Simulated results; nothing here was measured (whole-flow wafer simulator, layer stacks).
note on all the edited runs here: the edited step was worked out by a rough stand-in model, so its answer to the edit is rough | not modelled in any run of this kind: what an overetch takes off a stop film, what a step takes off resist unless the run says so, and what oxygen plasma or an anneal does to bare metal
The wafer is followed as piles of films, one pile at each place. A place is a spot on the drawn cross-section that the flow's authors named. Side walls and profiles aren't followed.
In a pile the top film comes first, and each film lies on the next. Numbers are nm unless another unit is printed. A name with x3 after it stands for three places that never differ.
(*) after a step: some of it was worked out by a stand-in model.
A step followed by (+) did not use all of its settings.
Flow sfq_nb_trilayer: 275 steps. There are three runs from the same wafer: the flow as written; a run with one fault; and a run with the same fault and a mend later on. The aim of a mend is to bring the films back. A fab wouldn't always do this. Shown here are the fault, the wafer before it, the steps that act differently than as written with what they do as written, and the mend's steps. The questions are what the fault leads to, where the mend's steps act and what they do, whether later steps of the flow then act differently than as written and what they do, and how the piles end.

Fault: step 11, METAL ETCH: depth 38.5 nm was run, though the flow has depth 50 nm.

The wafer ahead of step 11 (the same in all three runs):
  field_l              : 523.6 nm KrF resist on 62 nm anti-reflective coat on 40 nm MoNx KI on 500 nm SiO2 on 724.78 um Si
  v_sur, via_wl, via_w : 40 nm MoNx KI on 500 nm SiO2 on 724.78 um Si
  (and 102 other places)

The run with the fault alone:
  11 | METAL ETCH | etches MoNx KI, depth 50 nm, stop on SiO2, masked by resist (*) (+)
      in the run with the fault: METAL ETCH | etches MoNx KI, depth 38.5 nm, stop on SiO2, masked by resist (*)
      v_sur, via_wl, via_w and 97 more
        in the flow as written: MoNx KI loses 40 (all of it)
        in the run with the fault: MoNx KI loses 38.5
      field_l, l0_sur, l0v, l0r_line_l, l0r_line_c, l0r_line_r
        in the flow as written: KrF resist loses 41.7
        in the run with the fault: KrF resist loses 32.1
  Steps later in the flow that act otherwise than as written (14 more steps, not shown, differ only slightly: by at most 2% or 0.5 nm, whichever is larger):
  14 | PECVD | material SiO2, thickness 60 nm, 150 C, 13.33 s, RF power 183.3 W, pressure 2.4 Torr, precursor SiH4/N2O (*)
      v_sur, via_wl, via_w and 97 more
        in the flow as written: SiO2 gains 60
        in the run with the fault: SiO2 gains 60 (new film)
  The piles end different from the flow's at v_sur, via_wl, via_w and 97 more by more than 2% or 0.5 nm, whichever is larger.
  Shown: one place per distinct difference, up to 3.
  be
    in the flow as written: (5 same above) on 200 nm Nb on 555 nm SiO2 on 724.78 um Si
    in the run with the fault: (5 same above) on 200 nm Nb on 55 nm SiO2 on 1.5 nm MoNx KI on 500 nm SiO2 on 724.78 um Si
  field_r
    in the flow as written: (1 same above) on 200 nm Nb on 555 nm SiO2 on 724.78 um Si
    in the run with the fault: (1 same above) on 200 nm Nb on 55 nm SiO2 on 1.5 nm MoNx KI on 500 nm SiO2 on 724.78 um Si
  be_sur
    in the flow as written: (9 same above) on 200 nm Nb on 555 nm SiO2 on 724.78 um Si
    in the run with the fault: (9 same above) on 200 nm Nb on 55 nm SiO2 on 1.5 nm MoNx KI on 500 nm SiO2 on 724.78 um Si

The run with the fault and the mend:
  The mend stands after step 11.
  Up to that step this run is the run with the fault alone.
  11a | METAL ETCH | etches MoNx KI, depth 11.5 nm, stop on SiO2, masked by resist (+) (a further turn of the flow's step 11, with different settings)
      v_sur, via_wl, via_w and 97 more
        MoNx KI loses 1.5 (all of it)
      field_l, l0_sur, l0v, l0r_line_l, l0r_line_c, l0r_line_r
        KrF resist loses 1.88
  None of the later steps of the flow differs from how it acts as written, at any place that is followed, by more than 2% or 0.5 nm, whichever is larger.
  By the end, the piles equal the flow's at every place that both follow.
